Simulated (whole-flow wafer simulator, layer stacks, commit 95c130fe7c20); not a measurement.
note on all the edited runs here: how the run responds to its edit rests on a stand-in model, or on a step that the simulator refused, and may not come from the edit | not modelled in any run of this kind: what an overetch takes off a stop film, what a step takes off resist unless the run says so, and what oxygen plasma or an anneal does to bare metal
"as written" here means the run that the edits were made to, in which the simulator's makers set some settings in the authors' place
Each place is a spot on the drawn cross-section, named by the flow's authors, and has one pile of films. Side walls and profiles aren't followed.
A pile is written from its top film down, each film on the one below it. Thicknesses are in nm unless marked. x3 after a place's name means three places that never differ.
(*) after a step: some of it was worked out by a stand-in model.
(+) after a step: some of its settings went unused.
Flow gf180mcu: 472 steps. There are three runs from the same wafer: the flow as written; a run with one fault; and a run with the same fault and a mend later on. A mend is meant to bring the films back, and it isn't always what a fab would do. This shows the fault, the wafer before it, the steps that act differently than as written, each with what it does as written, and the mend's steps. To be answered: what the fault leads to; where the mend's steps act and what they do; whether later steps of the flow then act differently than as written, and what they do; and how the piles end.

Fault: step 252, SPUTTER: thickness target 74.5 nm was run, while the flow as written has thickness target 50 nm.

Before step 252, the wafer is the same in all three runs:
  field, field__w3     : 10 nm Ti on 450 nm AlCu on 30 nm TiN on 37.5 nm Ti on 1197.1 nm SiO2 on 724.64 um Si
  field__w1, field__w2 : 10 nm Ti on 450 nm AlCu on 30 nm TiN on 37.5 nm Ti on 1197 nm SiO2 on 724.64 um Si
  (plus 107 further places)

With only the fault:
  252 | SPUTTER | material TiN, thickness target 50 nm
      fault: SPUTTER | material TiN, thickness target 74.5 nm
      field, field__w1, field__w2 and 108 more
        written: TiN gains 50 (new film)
        fault: TiN gains 74.5 (new film)
  Steps further on in the flow that do not act as written (3 more steps, not shown, differ only slightly: by at most 2% or 0.5 nm, whichever is larger):
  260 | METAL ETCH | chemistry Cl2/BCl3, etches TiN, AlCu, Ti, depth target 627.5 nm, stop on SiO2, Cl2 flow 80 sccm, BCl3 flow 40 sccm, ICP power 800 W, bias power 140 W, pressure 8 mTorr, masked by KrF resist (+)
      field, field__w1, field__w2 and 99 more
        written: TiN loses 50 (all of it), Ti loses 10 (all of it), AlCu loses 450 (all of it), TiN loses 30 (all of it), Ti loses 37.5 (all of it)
        fault: TiN loses 74.5 (all of it), Ti loses 10 (all of it), AlCu loses 450 (all of it), TiN loses 30 (all of it), Ti loses 37.5 (all of it)
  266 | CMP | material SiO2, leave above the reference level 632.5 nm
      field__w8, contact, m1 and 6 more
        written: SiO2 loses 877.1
        fault: SiO2 loses 901.6
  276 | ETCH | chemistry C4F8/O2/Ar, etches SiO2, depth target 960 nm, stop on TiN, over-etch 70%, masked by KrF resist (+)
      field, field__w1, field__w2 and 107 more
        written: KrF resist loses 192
        fault: KrF resist loses 186.3
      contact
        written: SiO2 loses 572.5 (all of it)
        fault: SiO2 loses 548 (all of it)
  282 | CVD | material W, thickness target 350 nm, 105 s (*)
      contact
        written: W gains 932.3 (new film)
        fault: W gains 907.6 (new film)
  The piles end different from the flow's at field__w8, contact, m1 and 6 more by more than 2% or 0.5 nm, whichever is larger.
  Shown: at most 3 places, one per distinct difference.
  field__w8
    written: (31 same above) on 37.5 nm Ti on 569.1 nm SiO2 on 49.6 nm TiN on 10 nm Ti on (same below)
    fault: (31 same above) on 37.5 nm Ti on 544.6 nm SiO2 on 74.1 nm TiN on 10 nm Ti on (same below)
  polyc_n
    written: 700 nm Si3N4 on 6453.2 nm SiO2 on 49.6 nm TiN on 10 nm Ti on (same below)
    fault: 700 nm Si3N4 on 6428.7 nm SiO2 on 74.1 nm TiN on 10 nm Ti on (same below)
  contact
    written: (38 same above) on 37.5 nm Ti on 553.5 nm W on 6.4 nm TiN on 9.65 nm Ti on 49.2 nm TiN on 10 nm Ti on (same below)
    fault: (38 same above) on 37.5 nm Ti on 528.8 nm W on 6.5 nm TiN on 9.79 nm Ti on 73.7 nm TiN on 10 nm Ti on (same below)

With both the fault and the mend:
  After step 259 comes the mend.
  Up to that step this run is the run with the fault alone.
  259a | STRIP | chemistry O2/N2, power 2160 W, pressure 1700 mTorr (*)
      field__w8, contact, m1 and 6 more
        KrF resist loses 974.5 (all of it)
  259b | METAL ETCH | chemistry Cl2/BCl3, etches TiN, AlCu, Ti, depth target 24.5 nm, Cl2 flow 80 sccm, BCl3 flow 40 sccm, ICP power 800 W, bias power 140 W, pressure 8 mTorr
      field, field__w1, field__w2 and 108 more
        TiN loses 24.5
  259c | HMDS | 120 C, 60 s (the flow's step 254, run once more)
      alters no film at any place that is followed
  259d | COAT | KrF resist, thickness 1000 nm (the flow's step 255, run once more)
      field, field__w1, field__w2 and 108 more
        KrF resist gains 1000 (new film)
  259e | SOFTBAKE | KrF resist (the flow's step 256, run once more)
      alters no film at any place that is followed
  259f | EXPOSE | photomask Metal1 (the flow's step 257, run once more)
      alters no film at any place that is followed
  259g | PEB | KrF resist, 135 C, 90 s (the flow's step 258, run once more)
      field, field__w1, field__w2 and 108 more
        KrF resist loses 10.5
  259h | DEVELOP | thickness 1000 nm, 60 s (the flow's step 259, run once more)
      field, field__w1, field__w2 and 99 more
        KrF resist loses 989.5 (all of it)
      field__w8, contact, m1 and 6 more
        KrF resist loses 14.9
  Every later step of the flow that is run acts as written at every place that is followed.
  By the end, the piles equal the flow's at every place that both follow.
